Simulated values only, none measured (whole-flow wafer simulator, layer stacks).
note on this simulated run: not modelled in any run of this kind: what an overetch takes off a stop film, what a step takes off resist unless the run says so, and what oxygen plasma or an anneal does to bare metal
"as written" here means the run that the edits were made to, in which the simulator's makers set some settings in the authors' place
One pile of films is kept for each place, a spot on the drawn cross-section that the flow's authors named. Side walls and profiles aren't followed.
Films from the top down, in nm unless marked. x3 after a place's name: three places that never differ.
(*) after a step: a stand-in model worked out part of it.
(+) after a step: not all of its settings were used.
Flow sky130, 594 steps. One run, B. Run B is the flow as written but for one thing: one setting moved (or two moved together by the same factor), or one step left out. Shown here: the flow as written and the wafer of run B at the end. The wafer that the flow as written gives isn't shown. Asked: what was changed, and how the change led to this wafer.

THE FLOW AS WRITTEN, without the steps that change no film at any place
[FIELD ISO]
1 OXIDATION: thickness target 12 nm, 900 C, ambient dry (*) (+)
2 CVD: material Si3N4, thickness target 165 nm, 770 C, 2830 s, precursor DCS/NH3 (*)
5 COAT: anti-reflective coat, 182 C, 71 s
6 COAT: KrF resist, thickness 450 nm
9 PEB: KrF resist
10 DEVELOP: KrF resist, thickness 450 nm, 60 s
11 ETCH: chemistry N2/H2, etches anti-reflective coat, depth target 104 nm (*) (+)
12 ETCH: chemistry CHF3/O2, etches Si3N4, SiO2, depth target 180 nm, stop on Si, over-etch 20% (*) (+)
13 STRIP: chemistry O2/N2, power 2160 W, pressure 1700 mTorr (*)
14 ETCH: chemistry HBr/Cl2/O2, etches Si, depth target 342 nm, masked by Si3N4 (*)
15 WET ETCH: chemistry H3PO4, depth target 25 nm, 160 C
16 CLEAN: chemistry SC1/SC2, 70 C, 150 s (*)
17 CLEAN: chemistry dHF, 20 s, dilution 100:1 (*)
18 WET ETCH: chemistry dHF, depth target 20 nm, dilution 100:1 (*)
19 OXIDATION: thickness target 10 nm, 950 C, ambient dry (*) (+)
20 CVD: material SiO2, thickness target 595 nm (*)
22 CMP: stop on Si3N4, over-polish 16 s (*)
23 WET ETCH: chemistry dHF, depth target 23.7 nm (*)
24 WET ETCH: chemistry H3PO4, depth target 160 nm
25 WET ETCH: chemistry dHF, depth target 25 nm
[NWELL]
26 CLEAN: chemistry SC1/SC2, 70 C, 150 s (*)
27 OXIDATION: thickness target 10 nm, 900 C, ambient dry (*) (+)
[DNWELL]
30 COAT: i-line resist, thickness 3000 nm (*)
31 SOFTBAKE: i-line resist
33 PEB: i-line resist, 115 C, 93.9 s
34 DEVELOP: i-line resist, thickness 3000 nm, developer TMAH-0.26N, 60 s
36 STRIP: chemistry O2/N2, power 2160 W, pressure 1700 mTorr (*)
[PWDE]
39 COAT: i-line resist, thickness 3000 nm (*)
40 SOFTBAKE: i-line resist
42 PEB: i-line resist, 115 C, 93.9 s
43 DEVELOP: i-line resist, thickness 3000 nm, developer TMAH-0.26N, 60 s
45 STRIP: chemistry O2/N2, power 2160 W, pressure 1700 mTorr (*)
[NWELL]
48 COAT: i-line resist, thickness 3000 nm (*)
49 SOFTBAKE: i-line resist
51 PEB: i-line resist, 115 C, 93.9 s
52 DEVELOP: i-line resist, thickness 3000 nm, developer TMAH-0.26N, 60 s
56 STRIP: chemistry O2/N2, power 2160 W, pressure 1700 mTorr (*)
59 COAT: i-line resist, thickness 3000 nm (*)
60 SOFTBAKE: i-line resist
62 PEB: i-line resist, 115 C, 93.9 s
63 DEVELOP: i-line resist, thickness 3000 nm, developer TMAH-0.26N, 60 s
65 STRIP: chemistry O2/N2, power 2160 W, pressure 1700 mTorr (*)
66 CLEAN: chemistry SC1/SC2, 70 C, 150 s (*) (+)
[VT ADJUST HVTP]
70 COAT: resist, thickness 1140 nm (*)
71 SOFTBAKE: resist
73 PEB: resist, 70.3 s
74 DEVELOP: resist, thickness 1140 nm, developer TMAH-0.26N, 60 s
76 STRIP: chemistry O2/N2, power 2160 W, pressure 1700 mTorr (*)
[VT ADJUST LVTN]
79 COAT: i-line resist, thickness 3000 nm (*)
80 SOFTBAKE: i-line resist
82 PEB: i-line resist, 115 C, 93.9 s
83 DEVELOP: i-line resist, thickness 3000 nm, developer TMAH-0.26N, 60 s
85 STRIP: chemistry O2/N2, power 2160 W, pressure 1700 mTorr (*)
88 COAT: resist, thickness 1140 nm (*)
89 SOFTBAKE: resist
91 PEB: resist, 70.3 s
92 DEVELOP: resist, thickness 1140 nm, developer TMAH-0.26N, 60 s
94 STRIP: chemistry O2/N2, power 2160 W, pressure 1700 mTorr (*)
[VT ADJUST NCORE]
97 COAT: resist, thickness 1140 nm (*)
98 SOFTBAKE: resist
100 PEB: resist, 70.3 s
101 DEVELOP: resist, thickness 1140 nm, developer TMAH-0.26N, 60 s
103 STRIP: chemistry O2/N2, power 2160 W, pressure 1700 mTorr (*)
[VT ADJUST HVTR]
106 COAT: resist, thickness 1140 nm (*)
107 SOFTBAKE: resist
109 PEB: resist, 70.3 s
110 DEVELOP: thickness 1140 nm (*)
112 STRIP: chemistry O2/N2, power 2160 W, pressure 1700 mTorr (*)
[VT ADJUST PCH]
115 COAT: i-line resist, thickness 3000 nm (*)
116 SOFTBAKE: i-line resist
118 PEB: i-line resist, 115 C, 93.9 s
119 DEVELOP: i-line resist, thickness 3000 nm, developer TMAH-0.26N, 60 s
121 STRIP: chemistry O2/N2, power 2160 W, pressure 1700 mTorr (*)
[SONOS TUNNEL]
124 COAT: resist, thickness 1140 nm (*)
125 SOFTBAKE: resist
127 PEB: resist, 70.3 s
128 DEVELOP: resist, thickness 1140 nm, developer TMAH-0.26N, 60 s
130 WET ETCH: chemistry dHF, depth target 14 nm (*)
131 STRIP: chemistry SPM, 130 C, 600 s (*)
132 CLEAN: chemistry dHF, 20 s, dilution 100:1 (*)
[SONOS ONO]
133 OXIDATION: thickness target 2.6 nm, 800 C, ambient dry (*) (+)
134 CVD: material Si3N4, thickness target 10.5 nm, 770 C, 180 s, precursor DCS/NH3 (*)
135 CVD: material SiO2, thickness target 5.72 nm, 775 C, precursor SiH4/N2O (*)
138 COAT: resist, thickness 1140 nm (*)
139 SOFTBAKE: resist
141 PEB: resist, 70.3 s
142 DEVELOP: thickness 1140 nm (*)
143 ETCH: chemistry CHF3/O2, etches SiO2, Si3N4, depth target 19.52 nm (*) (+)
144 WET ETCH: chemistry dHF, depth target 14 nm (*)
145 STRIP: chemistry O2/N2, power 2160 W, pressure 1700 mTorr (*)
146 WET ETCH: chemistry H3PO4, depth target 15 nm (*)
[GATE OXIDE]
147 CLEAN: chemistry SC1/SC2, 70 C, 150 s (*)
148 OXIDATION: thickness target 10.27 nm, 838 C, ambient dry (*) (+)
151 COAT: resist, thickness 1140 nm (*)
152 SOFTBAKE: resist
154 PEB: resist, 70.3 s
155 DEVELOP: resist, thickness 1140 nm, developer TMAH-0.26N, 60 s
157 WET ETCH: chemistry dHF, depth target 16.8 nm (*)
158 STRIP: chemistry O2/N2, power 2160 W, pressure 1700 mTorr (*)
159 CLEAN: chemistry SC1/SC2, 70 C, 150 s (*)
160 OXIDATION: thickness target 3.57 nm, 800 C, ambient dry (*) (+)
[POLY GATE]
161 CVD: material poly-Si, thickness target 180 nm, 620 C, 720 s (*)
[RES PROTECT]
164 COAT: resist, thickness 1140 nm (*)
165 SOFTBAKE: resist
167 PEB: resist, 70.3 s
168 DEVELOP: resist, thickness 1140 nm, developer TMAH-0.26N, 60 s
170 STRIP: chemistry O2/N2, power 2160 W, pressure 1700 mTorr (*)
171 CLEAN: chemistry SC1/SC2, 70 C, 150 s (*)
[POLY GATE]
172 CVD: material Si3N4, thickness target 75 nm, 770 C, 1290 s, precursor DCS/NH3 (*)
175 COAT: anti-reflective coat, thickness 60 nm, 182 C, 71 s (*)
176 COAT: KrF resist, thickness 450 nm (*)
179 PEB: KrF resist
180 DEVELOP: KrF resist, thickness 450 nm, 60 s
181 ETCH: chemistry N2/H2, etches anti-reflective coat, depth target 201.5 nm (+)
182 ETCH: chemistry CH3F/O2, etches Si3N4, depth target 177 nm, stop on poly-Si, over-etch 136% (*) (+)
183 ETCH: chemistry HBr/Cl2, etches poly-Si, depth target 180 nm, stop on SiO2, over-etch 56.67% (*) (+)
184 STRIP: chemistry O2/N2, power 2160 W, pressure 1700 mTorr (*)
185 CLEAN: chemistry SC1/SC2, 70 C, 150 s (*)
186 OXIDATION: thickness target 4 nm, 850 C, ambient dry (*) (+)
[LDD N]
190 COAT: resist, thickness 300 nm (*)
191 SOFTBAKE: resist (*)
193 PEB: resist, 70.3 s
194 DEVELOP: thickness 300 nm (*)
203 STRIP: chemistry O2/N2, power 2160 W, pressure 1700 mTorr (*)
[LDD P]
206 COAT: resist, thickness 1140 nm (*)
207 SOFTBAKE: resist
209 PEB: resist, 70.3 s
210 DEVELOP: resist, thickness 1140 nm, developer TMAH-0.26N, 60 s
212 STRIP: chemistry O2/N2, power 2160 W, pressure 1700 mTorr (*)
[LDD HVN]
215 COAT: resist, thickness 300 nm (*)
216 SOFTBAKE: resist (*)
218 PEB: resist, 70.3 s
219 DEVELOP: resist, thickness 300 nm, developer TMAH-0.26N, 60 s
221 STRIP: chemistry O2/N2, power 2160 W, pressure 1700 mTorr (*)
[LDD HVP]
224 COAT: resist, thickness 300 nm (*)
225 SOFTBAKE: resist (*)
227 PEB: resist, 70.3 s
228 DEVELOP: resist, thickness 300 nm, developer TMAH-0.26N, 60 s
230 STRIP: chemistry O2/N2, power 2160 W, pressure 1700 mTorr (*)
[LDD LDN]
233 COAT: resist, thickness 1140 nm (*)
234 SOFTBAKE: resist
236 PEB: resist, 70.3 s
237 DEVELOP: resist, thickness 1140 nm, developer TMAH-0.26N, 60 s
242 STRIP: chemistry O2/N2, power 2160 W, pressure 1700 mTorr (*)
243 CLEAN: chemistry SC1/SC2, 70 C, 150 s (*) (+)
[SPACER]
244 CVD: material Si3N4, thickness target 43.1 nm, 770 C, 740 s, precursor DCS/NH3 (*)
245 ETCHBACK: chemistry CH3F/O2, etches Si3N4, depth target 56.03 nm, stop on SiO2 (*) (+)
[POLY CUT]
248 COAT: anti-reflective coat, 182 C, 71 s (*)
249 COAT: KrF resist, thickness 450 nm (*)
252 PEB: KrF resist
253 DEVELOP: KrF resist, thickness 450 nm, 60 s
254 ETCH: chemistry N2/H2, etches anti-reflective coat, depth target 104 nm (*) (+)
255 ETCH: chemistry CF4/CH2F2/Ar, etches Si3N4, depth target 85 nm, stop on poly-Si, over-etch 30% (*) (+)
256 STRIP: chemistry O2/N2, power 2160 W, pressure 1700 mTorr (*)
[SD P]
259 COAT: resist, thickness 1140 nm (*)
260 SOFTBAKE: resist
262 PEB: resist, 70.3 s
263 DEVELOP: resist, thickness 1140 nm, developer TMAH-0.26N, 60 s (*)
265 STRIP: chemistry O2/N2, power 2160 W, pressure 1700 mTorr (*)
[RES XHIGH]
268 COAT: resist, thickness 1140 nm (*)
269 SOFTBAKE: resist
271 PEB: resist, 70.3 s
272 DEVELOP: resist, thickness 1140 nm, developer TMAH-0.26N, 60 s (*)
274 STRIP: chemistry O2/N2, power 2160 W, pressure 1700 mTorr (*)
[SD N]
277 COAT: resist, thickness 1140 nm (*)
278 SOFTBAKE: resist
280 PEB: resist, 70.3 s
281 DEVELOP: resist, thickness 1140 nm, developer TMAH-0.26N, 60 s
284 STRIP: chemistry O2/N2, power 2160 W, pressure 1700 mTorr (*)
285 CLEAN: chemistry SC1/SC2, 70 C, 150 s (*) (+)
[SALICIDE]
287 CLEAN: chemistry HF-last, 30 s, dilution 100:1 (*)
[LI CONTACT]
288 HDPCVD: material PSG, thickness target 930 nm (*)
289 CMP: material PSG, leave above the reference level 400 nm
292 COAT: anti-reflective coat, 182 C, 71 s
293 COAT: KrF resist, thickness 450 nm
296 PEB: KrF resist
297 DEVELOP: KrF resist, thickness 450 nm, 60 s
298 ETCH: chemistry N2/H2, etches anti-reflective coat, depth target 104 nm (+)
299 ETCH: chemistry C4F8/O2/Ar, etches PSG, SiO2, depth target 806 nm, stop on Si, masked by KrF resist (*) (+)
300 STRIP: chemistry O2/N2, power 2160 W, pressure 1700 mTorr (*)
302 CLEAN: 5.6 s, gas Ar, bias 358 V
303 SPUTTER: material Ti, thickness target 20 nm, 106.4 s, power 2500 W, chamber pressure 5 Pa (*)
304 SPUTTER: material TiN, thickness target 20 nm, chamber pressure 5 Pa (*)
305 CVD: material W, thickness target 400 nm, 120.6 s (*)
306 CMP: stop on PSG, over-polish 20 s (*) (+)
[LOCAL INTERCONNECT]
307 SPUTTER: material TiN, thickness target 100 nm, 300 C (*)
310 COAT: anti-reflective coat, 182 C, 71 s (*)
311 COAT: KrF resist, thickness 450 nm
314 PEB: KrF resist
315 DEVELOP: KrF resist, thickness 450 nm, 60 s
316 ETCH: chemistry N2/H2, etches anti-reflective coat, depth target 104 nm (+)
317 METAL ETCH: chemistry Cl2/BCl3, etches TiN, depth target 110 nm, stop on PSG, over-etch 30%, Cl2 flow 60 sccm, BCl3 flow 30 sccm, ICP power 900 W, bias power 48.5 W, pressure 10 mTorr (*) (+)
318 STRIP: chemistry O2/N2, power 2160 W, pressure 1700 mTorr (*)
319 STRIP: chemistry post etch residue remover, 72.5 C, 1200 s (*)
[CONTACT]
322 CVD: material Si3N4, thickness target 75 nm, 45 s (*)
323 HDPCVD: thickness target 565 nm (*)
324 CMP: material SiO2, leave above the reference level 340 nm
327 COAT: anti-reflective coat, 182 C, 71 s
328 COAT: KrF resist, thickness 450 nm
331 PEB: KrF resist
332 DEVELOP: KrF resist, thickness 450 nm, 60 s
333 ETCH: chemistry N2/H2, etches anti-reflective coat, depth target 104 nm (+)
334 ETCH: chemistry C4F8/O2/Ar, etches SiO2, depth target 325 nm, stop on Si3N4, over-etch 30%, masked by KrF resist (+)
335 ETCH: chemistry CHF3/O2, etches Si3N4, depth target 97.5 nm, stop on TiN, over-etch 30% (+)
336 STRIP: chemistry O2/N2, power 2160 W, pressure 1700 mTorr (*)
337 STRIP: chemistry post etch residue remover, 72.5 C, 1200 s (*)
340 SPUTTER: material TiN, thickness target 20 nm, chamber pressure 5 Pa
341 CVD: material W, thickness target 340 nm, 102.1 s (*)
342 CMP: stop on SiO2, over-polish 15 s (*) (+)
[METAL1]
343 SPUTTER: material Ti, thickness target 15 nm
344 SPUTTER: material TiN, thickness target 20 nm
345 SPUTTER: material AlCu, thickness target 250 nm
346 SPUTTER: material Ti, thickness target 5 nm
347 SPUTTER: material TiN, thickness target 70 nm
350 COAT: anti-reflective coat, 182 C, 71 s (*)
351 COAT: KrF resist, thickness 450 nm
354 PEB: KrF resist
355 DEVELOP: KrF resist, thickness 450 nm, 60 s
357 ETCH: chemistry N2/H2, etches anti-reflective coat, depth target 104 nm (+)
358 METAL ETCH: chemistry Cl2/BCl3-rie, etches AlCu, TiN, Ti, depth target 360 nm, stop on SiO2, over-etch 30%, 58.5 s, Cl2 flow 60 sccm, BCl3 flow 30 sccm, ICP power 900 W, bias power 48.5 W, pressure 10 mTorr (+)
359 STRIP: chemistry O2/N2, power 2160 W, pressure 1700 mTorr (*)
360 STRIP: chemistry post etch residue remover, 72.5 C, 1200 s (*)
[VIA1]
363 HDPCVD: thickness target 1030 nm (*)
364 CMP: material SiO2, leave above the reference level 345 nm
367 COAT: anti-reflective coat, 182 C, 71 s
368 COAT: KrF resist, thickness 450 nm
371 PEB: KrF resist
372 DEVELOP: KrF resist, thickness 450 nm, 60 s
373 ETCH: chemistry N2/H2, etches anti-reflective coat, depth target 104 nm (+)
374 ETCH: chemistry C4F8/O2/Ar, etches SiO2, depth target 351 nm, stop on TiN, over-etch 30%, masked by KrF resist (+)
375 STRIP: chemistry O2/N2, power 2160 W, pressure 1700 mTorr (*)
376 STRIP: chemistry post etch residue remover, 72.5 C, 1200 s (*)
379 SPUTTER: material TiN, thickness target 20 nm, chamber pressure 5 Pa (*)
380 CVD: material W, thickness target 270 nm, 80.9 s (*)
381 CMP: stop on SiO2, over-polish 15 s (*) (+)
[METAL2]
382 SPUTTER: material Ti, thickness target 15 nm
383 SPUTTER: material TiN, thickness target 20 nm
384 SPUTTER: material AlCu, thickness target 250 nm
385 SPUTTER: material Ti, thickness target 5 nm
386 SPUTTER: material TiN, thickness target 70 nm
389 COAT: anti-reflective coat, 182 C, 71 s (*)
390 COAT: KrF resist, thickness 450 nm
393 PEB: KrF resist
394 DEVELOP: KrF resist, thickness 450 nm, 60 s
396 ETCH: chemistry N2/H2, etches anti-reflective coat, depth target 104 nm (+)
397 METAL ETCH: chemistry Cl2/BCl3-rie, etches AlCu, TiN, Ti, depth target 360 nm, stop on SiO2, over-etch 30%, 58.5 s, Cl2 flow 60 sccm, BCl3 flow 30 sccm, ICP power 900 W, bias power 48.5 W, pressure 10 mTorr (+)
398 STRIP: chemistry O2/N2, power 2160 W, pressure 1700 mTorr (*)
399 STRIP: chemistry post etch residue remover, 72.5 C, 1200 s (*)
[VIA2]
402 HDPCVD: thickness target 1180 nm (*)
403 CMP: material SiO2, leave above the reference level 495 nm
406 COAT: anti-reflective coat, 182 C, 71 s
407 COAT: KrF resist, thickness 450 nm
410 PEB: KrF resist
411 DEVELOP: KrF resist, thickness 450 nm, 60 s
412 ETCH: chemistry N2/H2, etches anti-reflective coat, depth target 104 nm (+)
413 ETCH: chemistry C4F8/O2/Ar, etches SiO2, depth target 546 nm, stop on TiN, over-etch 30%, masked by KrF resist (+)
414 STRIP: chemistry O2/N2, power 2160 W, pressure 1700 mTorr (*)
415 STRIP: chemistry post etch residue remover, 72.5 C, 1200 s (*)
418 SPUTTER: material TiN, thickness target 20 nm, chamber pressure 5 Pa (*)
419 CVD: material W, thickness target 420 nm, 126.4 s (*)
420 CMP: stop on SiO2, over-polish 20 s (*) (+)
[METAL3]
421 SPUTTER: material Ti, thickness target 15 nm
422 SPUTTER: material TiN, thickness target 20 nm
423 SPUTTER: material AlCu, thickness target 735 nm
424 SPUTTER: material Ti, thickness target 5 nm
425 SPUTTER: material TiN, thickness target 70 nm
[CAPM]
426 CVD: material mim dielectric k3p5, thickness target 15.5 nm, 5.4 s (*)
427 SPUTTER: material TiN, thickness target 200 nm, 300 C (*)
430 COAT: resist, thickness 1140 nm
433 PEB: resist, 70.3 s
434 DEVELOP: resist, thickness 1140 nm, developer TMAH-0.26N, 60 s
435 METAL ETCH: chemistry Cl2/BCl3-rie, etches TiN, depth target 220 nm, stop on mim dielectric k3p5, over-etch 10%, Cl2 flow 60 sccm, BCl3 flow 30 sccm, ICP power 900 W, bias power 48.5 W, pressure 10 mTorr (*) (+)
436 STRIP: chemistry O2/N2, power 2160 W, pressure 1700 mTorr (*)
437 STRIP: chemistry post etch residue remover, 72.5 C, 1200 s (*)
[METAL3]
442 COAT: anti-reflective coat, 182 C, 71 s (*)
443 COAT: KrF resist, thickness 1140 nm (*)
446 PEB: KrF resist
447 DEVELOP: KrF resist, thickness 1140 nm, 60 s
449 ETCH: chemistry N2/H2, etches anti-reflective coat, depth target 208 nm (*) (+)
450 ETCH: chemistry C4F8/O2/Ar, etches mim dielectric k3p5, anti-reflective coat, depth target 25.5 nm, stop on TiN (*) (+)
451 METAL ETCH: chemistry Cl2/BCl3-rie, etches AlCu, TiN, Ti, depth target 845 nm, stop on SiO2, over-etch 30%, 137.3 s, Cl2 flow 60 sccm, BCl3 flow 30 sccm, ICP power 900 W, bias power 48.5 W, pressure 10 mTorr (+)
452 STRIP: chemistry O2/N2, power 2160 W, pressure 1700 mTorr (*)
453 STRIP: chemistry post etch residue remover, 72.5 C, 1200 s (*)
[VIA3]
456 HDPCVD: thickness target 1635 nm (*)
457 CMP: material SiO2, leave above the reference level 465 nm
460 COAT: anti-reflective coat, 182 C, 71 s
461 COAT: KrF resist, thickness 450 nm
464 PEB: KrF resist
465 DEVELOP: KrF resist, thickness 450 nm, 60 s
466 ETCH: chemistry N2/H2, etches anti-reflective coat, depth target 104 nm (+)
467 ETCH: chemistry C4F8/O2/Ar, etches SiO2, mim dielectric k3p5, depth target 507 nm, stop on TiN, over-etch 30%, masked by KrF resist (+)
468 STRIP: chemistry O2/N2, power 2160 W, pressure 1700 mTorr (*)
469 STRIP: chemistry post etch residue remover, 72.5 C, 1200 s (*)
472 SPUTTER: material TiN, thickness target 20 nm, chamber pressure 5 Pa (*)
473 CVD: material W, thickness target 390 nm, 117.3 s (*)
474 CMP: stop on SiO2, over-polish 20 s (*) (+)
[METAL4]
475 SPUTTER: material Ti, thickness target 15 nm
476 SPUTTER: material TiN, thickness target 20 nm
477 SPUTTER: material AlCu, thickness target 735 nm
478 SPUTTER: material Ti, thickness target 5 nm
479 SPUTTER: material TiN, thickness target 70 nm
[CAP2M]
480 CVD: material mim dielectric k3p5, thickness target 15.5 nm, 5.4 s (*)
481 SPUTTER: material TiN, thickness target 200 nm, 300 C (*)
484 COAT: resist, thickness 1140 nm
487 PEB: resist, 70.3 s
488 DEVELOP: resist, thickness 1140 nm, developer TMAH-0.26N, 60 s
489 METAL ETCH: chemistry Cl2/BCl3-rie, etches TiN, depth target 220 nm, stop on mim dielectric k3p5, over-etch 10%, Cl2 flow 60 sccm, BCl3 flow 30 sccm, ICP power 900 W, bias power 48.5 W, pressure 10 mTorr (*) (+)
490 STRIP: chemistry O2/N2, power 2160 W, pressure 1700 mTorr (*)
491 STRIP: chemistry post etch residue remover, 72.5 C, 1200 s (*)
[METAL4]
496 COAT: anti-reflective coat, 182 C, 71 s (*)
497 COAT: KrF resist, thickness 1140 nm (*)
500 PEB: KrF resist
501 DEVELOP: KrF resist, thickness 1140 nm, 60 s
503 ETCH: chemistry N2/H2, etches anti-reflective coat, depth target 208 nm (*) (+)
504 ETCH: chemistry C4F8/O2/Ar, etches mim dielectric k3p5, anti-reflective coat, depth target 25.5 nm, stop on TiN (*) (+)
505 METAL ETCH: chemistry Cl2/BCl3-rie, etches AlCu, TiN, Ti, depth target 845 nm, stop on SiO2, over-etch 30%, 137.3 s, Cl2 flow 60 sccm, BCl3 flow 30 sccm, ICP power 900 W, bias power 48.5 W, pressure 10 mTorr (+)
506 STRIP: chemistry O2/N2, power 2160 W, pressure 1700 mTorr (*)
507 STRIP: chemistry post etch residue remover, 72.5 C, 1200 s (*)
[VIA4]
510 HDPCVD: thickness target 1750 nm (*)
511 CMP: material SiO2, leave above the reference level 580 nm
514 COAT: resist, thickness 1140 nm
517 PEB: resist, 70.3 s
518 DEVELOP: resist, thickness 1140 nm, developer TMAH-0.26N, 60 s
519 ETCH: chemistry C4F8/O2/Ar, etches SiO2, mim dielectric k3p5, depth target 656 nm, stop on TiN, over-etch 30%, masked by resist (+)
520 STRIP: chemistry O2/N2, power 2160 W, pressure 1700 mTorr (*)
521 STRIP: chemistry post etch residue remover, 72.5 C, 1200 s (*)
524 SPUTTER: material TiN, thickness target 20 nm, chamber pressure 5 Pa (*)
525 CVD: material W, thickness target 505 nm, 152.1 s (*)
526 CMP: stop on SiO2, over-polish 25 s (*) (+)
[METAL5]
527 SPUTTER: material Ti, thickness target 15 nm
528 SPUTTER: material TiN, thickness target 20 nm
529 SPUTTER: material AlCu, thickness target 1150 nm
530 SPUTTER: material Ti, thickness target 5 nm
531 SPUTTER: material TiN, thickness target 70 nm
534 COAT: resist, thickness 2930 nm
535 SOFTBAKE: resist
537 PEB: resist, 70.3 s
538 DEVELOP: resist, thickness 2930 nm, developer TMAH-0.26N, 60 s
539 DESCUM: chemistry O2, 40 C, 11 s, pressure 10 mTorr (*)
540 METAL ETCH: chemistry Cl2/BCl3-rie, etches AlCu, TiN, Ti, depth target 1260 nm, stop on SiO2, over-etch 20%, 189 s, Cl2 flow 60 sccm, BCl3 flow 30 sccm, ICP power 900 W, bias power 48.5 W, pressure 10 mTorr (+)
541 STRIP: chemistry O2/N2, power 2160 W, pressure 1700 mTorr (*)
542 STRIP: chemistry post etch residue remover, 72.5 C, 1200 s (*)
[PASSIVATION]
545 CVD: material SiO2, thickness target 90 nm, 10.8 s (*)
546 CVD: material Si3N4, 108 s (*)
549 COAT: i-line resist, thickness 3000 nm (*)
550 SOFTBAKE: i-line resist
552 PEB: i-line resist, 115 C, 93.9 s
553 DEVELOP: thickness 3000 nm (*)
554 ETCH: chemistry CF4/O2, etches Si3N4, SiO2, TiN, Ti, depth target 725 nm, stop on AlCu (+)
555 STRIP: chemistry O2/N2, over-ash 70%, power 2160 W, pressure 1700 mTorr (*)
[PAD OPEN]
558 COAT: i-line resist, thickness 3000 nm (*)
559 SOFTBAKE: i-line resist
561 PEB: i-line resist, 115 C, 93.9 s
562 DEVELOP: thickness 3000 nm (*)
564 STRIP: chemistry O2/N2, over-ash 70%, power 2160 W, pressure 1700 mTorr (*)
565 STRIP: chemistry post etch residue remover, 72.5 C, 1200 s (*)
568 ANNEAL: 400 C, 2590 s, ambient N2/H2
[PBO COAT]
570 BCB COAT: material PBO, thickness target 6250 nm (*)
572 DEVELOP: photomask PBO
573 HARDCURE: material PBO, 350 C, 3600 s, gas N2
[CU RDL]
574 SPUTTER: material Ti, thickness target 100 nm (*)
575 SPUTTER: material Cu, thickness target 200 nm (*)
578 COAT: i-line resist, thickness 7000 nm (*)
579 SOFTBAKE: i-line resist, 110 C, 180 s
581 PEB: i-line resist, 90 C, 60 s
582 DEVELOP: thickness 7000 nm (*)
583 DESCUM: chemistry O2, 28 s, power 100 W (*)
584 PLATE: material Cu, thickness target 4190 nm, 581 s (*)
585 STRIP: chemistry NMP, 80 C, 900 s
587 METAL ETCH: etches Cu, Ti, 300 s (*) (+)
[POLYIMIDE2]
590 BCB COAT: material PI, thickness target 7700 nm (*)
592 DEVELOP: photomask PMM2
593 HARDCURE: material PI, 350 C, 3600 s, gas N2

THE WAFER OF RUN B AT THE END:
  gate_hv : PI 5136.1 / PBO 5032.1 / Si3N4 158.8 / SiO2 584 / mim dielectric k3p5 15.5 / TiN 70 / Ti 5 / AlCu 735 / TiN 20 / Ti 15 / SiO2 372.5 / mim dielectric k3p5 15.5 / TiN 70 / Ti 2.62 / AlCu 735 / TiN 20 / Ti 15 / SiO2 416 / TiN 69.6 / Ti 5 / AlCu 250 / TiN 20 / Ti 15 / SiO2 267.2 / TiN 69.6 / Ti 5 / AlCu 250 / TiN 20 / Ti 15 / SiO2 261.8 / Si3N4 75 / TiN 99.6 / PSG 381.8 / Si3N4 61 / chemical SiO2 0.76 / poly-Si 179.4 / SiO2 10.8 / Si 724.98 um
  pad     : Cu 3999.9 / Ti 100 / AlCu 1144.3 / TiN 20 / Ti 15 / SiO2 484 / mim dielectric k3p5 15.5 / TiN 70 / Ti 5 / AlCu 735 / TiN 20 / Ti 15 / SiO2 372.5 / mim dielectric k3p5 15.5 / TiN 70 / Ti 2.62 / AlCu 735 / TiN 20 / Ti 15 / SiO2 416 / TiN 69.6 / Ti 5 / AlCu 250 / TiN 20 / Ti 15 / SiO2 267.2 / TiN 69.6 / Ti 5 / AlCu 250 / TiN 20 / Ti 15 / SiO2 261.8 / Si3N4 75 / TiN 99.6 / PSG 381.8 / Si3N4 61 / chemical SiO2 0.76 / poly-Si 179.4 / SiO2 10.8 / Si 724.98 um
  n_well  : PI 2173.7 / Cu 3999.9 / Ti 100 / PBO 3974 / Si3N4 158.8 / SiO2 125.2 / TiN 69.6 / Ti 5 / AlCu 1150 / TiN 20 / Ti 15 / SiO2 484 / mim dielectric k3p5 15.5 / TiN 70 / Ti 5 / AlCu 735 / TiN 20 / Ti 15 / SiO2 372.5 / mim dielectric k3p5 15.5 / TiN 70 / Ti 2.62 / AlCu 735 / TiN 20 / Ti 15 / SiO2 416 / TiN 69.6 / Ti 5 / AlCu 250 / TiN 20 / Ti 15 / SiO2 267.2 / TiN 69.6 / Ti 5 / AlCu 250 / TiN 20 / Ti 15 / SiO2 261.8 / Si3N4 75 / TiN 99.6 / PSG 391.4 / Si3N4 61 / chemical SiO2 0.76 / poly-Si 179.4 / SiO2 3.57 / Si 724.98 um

The cause: step 424, SPUTTER: thickness target 2.62 nm was run, where the flow has thickness target 5 nm.
It can be read off the wafer: gate_hv has Ti 2.62, and step 424 as written asks for 5 nm.

How the change led to this, step by step:
  424 SPUTTER: material Ti, thickness target 5 nm
      field, active, n_well and 188 more: Ti +2.62 (new film) (as written it would be: Ti +5 (new film))
  451 METAL ETCH: chemistry Cl2/BCl3-rie, etches AlCu, TiN, Ti, depth target 845 nm, stop on SiO2, over-etch 30%, 137.3 s, Cl2 flow 60 sccm, BCl3 flow 30 sccm, ICP power 900 W, bias power 48.5 W, pressure 10 mTorr (+)
      field, gate, spacer and 68 more: TiN -70 (all of it), Ti -2.62 (all of it), AlCu -735 (all of it), TiN -20 (all of it), Ti -15 (all of it), SiO2 -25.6 (as written it would be: TiN -70 (all of it), Ti -5 (all of it), AlCu -735 (all of it), TiN -20 (all of it), Ti -15 (all of it), SiO2 -25.4)
      active, vpp_ln, vpp_iso2 and 11 more: TiN -70 (all of it), Ti -2.62 (all of it), AlCu -735 (all of it), TiN -20 (all of it), Ti -15 (all of it), SiO2 -25.6 (as written it would be: TiN -70 (all of it), Ti -5 (all of it), AlCu -735 (all of it), TiN -20 (all of it), Ti -15 (all of it), SiO2 -25.3)
